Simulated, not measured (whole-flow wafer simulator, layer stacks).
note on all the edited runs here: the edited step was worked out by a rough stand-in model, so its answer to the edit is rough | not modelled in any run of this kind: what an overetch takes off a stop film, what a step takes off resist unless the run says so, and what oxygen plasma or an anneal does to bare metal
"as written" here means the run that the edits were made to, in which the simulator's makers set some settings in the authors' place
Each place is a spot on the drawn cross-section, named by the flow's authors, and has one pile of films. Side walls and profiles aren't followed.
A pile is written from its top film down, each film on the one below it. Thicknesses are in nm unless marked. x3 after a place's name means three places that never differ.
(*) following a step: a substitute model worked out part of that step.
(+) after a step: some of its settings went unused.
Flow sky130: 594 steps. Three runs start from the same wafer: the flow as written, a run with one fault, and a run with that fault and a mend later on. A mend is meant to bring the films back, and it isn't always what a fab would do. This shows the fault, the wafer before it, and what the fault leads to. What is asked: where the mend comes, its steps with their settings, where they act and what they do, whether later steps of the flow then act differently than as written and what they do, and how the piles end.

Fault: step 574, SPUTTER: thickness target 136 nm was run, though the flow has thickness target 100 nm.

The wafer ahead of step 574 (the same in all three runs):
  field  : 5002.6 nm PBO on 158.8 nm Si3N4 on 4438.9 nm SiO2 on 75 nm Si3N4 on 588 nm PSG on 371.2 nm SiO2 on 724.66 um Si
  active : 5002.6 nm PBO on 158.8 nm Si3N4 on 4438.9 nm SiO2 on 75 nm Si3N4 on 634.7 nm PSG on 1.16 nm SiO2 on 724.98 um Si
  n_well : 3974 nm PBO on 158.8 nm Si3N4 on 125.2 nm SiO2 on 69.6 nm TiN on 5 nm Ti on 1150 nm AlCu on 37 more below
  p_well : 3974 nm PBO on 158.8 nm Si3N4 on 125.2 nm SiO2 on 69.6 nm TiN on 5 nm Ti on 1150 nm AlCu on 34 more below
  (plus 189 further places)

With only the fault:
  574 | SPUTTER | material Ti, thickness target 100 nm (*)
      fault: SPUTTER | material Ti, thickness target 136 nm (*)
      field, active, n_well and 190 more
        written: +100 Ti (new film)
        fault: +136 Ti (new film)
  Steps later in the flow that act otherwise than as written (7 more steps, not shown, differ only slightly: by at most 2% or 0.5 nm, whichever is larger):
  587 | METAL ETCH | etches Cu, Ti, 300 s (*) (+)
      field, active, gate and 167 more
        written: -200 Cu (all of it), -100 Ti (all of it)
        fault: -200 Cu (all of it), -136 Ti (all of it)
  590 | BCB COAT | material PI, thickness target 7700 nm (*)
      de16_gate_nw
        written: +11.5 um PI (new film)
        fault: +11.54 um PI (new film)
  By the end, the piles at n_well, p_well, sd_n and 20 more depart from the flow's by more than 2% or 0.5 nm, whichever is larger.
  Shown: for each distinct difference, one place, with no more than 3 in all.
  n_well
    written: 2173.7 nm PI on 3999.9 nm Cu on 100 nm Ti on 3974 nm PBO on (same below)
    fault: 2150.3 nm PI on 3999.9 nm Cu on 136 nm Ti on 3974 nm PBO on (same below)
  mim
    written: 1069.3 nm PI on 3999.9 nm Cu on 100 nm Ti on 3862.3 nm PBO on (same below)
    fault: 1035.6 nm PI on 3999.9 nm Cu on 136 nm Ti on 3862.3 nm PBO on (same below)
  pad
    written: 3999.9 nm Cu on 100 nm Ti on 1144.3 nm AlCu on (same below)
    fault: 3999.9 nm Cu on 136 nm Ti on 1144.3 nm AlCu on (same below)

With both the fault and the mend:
  The mend stands after step 574.
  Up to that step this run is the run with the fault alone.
  574a | ETCH | chemistry CF4/O2, etches Si3N4, SiO2, TiN, Ti, depth target 36 nm (a further turn of the flow's step 554, with different settings)
      field, active, n_well and 190 more
        -36 Ti
  Later steps of the flow that are run all act as written at every place that is followed, up to a difference of at most 2% or 0.5 nm, whichever is larger.
  By the end, the piles equal the flow's at every place that both follow.
